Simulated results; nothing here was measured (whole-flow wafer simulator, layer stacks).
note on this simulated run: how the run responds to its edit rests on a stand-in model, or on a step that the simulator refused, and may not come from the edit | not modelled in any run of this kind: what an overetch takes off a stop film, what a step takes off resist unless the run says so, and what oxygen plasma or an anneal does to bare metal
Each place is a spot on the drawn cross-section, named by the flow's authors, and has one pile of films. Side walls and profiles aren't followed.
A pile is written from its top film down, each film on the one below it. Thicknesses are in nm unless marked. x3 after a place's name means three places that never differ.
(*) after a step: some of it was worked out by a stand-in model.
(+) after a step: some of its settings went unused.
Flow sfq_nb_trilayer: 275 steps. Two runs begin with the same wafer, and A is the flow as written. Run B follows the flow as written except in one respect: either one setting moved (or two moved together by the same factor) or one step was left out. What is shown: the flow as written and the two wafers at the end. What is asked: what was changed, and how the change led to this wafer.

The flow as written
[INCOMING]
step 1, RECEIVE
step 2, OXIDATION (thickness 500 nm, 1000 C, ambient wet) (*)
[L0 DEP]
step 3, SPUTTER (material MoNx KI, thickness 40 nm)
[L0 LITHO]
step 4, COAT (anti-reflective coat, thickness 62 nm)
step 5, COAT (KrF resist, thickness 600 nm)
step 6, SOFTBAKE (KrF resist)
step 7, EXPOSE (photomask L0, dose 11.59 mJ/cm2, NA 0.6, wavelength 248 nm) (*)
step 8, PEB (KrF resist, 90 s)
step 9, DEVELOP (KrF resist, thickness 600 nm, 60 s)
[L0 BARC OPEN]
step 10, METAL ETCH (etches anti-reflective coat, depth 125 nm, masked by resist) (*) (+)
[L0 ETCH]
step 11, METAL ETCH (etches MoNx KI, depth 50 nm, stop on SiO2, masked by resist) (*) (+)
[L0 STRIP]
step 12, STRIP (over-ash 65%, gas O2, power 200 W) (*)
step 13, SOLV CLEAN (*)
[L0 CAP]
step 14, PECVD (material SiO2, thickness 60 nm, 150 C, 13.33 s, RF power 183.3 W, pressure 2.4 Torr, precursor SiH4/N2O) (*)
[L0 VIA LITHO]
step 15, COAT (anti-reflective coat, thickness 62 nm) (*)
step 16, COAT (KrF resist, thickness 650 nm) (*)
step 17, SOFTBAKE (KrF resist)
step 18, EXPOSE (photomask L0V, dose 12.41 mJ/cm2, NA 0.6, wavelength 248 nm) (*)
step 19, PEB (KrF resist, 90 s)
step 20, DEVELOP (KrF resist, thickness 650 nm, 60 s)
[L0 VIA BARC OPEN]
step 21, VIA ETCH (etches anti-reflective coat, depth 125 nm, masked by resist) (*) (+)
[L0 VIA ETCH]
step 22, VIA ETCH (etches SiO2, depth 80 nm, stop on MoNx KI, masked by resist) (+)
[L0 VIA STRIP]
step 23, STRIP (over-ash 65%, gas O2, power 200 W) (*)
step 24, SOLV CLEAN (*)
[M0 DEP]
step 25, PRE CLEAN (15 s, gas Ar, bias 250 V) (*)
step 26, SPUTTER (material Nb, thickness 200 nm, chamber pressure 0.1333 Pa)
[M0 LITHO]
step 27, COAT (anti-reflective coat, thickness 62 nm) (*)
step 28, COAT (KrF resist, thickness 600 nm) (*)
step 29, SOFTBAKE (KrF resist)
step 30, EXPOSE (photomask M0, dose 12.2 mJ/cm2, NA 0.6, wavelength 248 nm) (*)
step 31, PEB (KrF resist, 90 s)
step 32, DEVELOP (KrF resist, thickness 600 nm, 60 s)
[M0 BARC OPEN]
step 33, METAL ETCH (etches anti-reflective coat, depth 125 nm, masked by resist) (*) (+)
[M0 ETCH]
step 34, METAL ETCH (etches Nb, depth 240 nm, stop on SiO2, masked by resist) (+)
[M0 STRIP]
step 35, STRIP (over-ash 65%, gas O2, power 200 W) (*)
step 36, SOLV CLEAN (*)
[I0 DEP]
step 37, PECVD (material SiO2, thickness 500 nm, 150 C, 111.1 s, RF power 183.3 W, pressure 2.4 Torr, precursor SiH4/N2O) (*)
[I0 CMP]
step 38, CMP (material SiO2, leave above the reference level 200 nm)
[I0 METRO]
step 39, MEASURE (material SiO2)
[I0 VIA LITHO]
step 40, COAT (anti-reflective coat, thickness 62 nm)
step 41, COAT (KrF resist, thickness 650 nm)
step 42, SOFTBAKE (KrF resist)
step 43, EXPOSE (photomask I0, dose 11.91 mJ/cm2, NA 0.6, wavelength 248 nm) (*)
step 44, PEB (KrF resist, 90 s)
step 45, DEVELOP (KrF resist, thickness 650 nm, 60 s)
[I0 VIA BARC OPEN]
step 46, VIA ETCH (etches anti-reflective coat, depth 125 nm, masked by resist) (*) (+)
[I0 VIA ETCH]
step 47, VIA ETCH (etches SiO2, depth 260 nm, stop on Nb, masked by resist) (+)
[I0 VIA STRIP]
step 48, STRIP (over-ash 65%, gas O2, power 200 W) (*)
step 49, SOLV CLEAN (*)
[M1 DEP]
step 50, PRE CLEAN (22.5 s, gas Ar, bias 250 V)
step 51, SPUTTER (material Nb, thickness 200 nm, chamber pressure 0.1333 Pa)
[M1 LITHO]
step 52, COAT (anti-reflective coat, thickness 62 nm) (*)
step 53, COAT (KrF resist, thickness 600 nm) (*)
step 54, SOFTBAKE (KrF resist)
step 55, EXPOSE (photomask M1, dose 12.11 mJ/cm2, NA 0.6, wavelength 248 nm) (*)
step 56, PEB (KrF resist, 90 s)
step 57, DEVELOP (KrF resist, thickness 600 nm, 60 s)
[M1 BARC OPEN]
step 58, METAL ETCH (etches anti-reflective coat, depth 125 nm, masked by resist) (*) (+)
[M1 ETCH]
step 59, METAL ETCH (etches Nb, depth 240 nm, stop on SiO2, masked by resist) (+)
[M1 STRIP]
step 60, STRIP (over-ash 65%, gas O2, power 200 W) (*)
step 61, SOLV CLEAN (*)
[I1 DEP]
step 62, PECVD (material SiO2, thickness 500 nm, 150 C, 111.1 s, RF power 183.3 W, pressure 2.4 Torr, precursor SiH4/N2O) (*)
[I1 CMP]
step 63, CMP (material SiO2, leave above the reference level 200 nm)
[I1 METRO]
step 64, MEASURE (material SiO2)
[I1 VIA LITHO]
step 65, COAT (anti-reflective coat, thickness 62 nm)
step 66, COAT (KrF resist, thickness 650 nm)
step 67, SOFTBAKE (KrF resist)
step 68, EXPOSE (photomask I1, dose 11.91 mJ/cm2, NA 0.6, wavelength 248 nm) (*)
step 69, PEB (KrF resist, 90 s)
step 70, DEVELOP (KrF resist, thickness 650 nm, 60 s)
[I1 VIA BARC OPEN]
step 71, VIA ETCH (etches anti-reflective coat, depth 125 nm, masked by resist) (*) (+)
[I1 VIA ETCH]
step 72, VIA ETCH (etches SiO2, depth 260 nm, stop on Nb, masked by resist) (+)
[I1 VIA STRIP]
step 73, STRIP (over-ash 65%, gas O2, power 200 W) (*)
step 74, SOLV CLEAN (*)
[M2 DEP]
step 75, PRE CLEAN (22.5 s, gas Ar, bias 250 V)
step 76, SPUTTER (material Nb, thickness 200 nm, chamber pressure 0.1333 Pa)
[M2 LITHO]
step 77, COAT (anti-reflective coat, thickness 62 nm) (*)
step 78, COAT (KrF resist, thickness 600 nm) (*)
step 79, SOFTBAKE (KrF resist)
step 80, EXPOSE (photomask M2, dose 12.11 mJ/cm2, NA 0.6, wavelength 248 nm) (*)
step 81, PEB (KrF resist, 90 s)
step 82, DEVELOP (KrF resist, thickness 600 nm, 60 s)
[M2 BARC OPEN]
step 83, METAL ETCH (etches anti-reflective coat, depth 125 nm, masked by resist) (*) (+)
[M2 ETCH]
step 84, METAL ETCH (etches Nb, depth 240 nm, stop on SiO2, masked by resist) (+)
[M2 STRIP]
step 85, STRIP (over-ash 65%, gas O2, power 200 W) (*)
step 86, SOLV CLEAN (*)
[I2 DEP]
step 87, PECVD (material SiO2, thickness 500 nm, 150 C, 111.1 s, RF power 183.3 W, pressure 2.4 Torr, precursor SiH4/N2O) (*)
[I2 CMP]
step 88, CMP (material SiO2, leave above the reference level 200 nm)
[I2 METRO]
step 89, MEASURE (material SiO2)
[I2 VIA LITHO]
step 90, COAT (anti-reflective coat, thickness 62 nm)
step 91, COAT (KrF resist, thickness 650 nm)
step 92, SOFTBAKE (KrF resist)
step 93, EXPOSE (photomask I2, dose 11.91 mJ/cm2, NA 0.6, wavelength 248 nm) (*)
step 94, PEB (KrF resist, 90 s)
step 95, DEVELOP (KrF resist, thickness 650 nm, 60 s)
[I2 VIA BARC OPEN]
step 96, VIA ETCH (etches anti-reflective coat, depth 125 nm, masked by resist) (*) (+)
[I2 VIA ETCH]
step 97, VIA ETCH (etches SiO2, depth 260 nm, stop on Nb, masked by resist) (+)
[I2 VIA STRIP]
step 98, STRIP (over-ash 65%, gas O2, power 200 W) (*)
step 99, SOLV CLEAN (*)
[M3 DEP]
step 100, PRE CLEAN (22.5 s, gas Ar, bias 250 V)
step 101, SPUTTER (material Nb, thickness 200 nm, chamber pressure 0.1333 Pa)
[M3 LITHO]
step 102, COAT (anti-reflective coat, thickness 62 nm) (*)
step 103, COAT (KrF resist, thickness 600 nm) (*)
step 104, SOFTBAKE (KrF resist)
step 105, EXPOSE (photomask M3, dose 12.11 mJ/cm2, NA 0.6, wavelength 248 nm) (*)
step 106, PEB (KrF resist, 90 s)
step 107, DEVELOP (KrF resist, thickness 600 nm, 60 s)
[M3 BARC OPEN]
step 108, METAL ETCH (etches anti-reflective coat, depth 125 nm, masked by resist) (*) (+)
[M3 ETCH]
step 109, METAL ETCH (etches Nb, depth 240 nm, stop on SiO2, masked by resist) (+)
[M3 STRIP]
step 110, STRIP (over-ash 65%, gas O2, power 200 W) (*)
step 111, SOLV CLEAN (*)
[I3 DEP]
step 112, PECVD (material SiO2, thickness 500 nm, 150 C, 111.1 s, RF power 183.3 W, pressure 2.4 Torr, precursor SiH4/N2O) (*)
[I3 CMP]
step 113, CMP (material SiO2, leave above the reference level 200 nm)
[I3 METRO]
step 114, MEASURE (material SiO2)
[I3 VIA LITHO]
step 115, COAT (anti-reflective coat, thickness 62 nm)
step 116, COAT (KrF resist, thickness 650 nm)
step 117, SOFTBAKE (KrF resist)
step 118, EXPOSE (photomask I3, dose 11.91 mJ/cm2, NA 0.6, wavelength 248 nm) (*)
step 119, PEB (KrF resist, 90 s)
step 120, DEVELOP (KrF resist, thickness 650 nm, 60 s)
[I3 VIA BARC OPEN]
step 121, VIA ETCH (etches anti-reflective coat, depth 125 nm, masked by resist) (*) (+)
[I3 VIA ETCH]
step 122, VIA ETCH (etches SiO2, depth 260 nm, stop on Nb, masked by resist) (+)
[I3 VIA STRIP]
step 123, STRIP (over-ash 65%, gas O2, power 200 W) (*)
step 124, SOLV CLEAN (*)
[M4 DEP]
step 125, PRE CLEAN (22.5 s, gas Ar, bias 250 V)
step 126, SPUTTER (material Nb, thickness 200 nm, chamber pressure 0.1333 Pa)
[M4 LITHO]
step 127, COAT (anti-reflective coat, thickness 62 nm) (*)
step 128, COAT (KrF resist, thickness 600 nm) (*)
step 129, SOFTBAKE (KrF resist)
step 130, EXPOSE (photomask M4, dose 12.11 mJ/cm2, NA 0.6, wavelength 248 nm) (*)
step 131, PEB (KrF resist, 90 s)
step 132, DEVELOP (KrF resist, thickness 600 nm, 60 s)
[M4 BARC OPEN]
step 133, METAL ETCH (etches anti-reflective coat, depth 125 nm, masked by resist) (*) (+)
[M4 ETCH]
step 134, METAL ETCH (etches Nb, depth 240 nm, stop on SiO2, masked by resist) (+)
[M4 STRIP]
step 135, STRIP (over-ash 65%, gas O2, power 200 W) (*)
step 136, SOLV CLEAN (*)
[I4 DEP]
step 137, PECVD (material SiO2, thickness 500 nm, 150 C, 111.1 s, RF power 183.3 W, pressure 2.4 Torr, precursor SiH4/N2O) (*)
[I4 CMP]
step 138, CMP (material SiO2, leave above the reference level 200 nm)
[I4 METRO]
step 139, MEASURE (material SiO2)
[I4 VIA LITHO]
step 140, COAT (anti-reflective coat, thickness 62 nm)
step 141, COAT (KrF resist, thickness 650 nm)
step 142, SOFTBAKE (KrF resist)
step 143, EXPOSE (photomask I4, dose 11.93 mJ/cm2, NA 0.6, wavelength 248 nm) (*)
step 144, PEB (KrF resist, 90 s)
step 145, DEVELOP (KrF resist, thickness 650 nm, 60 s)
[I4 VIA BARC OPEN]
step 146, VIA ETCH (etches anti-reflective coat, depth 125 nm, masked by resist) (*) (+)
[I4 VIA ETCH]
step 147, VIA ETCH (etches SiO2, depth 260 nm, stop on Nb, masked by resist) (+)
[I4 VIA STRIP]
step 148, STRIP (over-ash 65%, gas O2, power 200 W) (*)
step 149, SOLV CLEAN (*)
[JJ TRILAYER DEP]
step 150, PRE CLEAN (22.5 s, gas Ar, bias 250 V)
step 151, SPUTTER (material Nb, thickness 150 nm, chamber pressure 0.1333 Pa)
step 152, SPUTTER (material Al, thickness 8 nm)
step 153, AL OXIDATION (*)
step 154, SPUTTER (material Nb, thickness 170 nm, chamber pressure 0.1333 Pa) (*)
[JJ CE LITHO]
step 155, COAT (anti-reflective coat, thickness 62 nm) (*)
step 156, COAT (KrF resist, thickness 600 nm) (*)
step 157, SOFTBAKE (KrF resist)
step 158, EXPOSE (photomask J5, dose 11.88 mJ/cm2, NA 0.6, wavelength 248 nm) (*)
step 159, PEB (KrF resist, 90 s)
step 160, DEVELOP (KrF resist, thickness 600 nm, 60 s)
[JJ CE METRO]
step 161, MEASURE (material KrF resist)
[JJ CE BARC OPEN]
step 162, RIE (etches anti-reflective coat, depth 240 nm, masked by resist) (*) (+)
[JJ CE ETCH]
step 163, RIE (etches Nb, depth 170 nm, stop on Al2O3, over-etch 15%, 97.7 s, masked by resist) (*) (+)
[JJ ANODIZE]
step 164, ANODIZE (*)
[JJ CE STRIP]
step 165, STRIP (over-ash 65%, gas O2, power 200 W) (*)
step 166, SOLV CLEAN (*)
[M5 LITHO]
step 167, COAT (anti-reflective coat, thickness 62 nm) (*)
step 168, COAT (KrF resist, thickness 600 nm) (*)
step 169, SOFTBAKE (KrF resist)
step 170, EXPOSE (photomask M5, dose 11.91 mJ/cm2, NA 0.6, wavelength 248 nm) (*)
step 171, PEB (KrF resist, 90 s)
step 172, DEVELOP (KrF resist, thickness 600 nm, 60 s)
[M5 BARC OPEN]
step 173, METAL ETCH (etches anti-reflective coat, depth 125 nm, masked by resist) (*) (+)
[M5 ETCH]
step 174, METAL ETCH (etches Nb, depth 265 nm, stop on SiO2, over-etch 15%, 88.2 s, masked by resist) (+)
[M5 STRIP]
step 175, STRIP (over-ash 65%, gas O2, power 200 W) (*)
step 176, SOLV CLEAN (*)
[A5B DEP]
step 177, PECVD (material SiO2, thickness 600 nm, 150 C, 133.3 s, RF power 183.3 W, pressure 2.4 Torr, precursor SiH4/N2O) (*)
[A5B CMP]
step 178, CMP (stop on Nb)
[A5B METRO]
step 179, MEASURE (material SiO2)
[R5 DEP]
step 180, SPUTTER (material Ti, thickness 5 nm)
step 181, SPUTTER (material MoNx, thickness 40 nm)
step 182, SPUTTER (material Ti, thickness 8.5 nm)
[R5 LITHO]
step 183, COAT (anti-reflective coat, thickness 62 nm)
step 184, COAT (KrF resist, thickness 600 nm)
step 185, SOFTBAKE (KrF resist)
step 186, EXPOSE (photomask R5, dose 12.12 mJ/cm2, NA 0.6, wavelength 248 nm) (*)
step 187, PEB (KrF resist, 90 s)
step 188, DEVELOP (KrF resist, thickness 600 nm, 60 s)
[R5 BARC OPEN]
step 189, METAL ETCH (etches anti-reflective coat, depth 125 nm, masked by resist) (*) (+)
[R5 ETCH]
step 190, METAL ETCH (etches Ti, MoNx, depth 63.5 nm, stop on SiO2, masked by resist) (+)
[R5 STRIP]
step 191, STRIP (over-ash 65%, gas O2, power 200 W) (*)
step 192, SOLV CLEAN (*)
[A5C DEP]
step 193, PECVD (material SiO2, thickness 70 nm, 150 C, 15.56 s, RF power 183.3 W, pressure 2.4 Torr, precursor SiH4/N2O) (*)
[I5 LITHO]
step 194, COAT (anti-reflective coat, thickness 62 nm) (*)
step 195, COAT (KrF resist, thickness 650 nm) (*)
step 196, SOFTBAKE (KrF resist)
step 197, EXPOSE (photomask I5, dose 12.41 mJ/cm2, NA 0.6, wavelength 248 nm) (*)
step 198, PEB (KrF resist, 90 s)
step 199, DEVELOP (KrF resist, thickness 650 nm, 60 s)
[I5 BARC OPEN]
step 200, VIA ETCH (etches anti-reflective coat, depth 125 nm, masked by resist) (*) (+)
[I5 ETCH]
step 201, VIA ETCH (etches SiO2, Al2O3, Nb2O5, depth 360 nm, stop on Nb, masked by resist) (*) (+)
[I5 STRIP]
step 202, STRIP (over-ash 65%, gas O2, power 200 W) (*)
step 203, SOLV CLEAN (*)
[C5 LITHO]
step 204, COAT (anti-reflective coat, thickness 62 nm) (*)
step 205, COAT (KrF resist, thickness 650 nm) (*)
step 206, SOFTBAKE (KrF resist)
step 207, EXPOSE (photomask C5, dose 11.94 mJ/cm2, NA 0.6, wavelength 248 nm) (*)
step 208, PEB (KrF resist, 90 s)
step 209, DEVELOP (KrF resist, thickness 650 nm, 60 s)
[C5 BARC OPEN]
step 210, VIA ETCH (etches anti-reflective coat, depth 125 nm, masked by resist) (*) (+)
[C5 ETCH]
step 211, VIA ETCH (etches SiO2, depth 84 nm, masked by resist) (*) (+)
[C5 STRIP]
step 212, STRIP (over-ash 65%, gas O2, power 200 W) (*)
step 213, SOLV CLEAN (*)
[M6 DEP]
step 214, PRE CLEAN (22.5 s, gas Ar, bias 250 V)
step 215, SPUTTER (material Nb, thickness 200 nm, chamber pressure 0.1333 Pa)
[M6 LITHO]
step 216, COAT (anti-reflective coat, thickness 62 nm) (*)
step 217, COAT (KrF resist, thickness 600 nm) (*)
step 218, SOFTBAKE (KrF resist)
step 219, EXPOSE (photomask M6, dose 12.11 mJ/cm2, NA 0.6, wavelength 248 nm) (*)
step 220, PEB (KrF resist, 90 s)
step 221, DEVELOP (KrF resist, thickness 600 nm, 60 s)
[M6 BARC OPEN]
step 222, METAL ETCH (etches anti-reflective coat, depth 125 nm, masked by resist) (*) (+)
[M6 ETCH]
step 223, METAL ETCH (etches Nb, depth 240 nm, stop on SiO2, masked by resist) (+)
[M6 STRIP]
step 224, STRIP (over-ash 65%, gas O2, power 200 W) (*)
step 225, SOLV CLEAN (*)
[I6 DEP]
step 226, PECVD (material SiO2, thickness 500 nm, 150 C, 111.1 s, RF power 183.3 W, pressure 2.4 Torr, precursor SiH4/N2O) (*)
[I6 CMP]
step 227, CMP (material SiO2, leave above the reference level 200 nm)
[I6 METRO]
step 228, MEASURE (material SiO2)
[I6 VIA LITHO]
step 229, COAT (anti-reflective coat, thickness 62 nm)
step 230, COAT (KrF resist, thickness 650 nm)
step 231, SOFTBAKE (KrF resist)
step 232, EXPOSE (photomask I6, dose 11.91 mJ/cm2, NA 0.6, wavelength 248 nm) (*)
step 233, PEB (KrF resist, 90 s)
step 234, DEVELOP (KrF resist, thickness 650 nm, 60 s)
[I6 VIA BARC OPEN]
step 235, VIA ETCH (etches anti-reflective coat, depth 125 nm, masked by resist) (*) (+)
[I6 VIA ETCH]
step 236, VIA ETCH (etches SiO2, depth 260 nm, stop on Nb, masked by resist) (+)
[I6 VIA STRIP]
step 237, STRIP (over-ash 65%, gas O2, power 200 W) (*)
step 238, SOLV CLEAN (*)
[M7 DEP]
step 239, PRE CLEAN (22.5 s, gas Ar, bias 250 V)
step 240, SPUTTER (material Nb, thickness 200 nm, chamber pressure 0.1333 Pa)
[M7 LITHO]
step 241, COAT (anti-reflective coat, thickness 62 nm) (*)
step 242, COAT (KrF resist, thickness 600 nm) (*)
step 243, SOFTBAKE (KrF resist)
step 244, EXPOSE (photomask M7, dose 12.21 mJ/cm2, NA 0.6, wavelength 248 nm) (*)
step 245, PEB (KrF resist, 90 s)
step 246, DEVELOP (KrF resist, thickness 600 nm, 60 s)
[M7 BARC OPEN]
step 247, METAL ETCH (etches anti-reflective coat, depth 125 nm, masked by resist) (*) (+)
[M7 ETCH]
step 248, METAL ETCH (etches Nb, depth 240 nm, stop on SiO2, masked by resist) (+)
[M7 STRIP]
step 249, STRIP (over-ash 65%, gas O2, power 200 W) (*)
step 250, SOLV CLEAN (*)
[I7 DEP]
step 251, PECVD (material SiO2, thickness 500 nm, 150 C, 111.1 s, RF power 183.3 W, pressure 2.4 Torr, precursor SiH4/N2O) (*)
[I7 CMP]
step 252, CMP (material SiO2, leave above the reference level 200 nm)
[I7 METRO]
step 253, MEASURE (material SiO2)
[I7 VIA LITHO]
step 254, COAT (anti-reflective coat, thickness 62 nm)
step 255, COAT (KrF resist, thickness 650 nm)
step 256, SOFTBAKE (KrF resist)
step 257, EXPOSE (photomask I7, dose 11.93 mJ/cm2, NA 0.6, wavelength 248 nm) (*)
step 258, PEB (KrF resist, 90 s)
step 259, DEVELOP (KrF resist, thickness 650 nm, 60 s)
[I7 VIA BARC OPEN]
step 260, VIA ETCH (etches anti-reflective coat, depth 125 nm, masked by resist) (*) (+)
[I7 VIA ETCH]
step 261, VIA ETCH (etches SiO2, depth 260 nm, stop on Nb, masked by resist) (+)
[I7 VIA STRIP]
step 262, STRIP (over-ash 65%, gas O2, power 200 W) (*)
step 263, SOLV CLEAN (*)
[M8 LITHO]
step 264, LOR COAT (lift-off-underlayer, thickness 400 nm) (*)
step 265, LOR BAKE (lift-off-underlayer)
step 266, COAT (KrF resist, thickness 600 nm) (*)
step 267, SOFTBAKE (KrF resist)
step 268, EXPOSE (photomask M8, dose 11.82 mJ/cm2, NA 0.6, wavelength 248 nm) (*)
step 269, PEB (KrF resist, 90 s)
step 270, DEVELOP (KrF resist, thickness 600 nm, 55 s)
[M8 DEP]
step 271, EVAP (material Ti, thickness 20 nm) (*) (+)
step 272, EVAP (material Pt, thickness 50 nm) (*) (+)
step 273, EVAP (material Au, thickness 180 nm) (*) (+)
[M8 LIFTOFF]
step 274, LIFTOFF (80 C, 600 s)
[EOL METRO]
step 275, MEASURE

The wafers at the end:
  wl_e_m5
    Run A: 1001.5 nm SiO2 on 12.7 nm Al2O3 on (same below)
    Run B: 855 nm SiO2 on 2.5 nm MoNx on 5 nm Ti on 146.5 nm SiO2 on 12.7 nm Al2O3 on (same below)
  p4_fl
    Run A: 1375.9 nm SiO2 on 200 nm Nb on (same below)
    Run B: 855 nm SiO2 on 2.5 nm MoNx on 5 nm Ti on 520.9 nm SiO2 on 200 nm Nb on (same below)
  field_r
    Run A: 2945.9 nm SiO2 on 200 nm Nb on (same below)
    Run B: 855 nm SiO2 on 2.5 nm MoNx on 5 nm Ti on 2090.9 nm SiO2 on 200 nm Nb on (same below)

Cause: step 190, METAL ETCH: depth 46 nm was run, whereas the flow has depth 63.5 nm.

The path from the change to this, step by step:
  step 190, METAL ETCH (etches Ti, MoNx, depth 63.5 nm, stop on SiO2, masked by resist) (+)
      field_l, v_sur, via_wl and 92 more: A -8.5 Ti (all of it), -40 MoNx (all of it), -5 Ti (all of it) | B -8.5 Ti (all of it), -37.5 MoNx
      ce_l, c5j, ce_r, wl_jj: A -8.5 Ti (all of it), -40 MoNx (all of it), -5 Ti (all of it), -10 Nb | B -8.5 Ti (all of it), -37.5 MoNx
      (as well as at 7 more places)
  step 193, PECVD (material SiO2, thickness 70 nm, 150 C, 15.56 s, RF power 183.3 W, pressure 2.4 Torr, precursor SiH4/N2O) (*)
      field_l, v_sur, via_wl and 92 more: A +70 SiO2 | B +70 SiO2 (new film)
  step 194, COAT (anti-reflective coat, thickness 62 nm) (*)
      wl_j_sl, wl_j_sr: A +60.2 anti-reflective coat (new film) | B +62 anti-reflective coat (new film)
      r5r_spacepad_l, r5r_spacepad_r: A +84.4 anti-reflective coat (new film) | B +81.1 anti-reflective coat (new film)
      (as well as at 11 more places)
  step 201, VIA ETCH (etches SiO2, Al2O3, Nb2O5, depth 360 nm, stop on Nb, masked by resist) (*) (+)
      be: A -216.4 SiO2 (all of it), -12.7 Al2O3 (all of it), -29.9 Nb2O5 (all of it) | B -69.8 SiO2 (all of it), -2.5 MoNx (all of it), -5 Ti (all of it), -146.5 SiO2 (all of it), -12.7 Al2O3 (all of it), -29.9 Nb2O5 (all of it)
  step 202, STRIP (over-ash 65%, gas O2, power 200 W) (*)
      wl_j_sl, wl_j_sr: A -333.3 KrF resist (all of it), -60.2 anti-reflective coat (all of it) | B -333.1 KrF resist (all of it), -62 anti-reflective coat (all of it)
      r5r_spacepad_l, r5r_spacepad_r: A -335.6 KrF resist (all of it), -84.4 anti-reflective coat (all of it) | B -335.3 KrF resist (all of it), -81.1 anti-reflective coat (all of it)
      (as well as at 11 more places)
  step 204, COAT (anti-reflective coat, thickness 62 nm) (*)
      wl_j_sl, wl_j_sr: A +60.2 anti-reflective coat (new film) | B +62 anti-reflective coat (new film)
      r5r_spacepad_l, r5r_spacepad_r: A +84.4 anti-reflective coat (new film) | B +81.1 anti-reflective coat (new film)
      (as well as at 11 more places)
  step 210, VIA ETCH (etches anti-reflective coat, depth 125 nm, masked by resist) (*) (+)
      c5j: A -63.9 anti-reflective coat (all of it), -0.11 SiO2 | B -61.3 anti-reflective coat (all of it), -0.12 SiO2
  step 211, VIA ETCH (etches SiO2, depth 84 nm, masked by resist) (*) (+)
      c5j: A -69.9 SiO2 (all of it), -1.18 Nb | B -69.9 SiO2 (all of it)
  step 212, STRIP (over-ash 65%, gas O2, power 200 W) (*)
      wl_j_sl, wl_j_sr: A -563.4 KrF resist (all of it), -60.2 anti-reflective coat (all of it) | B -562.7 KrF resist (all of it), -62 anti-reflective coat (all of it)
      r5r_spacepad_l, r5r_spacepad_r: A -565.8 KrF resist (all of it), -84.4 anti-reflective coat (all of it) | B -564.9 KrF resist (all of it), -81.1 anti-reflective coat (all of it)
      (as well as at 10 more places)
  step 214, PRE CLEAN (22.5 s, gas Ar, bias 250 V)
      c5j: A -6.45 Nb | B -2.5 MoNx (all of it), -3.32 Ti
  step 215, SPUTTER (material Nb, thickness 200 nm, chamber pressure 0.1333 Pa)
      c5j: A +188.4 Nb | B +189.1 Nb (new film)
  step 216, COAT (anti-reflective coat, thickness 62 nm) (*)
      r5r_line_l, r5r_line_c, r5r_line_r: A +50 anti-reflective coat (new film) | B +51.3 anti-reflective coat (new film)
      wl_j_sl, wl_j_sr: A +60.2 anti-reflective coat (new film) | B +62 anti-reflective coat (new film)
      (as well as at 12 more places)
  step 222, METAL ETCH (etches anti-reflective coat, depth 125 nm, masked by resist) (*) (+)
      r5r_line_l, r5r_line_c, r5r_line_r: A -50 anti-reflective coat (all of it) | B -51.3 anti-reflective coat (all of it)
      r5r_spacepad_l, r5r_spacepad_r: A -85.7 anti-reflective coat (all of it) | B -82.1 anti-reflective coat (all of it)
      (as well as at 1 more place)
  step 224, STRIP (over-ash 65%, gas O2, power 200 W) (*)
      wl_j_sl, wl_j_sr: A -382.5 KrF resist (all of it), -60.2 anti-reflective coat (all of it) | B -382.4 KrF resist (all of it), -62 anti-reflective coat (all of it)
      be_sur: A -371.2 KrF resist (all of it), -43.8 anti-reflective coat (all of it) | B -371.3 KrF resist (all of it), -42.9 anti-reflective coat (all of it)
      (as well as at 8 more places)
  step 227, CMP (material SiO2, leave above the reference level 200 nm)
      ce_l, ce_r, wl_jj: A -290 SiO2 | B -300 SiO2
      be_r, r_sur, r_end: A -353.5 SiO2 | B -346 SiO2
      (as well as at 7 more places)
Taking metal films that touch as one body, wl_e_m5 has 7 bodies (between them, from the top down: SiO2 146.5 / Al2O3 12.7 / Nb2O5 29.9; SiO2 192.5; SiO2 192.5; SiO2 192.5; SiO2 192.5; SiO2 192.5); the flow as written gives 6 bodies (between them, from the top down: SiO2 192.5; SiO2 192.5; SiO2 192.5; SiO2 192.5; SiO2 192.5).
Taking metal films that touch as one body, p4_fl has 3 bodies (between them, from the top down: SiO2 520.9; SiO2 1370); the flow as written gives 2 bodies (between them, from the top down: SiO2 1370).
Taking metal films that touch as one body, field_r has 2 bodies (between them, from the top down: SiO2 2090.9); the flow as written gives 1 body.
